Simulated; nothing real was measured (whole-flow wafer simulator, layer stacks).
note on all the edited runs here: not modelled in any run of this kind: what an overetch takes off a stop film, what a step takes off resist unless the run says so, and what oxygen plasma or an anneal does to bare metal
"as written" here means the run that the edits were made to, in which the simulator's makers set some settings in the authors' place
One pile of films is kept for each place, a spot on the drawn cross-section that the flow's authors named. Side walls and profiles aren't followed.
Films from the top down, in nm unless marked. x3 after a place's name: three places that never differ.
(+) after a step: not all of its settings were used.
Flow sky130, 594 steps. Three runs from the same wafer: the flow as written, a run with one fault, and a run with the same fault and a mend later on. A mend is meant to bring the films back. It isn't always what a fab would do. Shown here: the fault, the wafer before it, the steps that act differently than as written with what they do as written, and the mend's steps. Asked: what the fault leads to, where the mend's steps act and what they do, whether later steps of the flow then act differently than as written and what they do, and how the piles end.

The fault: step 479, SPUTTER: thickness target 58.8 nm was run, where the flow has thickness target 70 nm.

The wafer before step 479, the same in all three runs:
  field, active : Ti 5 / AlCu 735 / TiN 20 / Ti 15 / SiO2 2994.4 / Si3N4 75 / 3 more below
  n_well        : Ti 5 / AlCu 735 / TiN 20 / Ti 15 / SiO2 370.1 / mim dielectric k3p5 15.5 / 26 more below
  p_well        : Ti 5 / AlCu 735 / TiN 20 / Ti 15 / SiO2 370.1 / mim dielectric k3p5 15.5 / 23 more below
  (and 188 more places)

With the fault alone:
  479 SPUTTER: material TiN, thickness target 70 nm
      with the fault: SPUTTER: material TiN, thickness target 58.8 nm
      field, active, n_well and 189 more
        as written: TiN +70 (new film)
        with the fault: TiN +58.8 (new film)
  Later steps of the flow that act differently than as written (11 more steps differ only slightly, by at most 2% or 0.5 nm, whichever is larger, and aren't shown):
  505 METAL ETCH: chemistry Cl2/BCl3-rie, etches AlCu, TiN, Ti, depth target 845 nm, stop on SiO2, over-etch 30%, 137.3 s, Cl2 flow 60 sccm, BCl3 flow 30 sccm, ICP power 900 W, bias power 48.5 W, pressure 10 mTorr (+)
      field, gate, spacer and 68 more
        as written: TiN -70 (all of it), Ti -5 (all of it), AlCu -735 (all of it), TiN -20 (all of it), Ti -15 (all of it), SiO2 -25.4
        with the fault: TiN -58.8 (all of it), Ti -5 (all of it), AlCu -735 (all of it), TiN -20 (all of it), Ti -15 (all of it), SiO2 -26.5
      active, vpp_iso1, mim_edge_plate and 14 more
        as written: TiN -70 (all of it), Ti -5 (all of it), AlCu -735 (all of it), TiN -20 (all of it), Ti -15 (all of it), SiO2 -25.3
        with the fault: TiN -58.8 (all of it), Ti -5 (all of it), AlCu -735 (all of it), TiN -20 (all of it), Ti -15 (all of it), SiO2 -26.5
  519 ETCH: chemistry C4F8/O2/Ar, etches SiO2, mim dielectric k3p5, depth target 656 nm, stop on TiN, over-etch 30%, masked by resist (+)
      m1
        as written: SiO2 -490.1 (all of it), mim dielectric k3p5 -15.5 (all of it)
        with the fault: SiO2 -501.3 (all of it), mim dielectric k3p5 -15.5 (all of it)
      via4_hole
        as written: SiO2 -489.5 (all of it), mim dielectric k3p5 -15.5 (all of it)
        with the fault: SiO2 -500.7 (all of it), mim dielectric k3p5 -15.5 (all of it)
  At the end the piles differ from the flow's by more than 2% or 0.5 nm, whichever is larger, at n_well, p_well, gate_hv and 102 more.
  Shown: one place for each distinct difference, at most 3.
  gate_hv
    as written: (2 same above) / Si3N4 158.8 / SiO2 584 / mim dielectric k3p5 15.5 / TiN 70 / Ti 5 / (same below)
    with the fault: (2 same above) / Si3N4 158.8 / SiO2 595.2 / mim dielectric k3p5 15.5 / TiN 58.8 / Ti 5 / (same below)
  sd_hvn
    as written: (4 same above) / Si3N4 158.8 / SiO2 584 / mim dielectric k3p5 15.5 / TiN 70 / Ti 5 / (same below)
    with the fault: (4 same above) / Si3N4 158.8 / SiO2 595.2 / mim dielectric k3p5 15.5 / TiN 58.8 / Ti 5 / (same below)
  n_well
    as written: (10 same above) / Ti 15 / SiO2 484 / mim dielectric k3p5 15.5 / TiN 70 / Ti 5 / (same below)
    with the fault: (10 same above) / Ti 15 / SiO2 495.2 / mim dielectric k3p5 15.5 / TiN 58.8 / Ti 5 / (same below)

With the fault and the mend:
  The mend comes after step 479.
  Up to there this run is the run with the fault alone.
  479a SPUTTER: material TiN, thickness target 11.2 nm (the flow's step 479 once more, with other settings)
      field, active, n_well and 189 more
        TiN +11.2
  No later step of the flow acts differently than as written at any place that is followed.
  At the end the piles are the same as the flow's at every place that both follow.
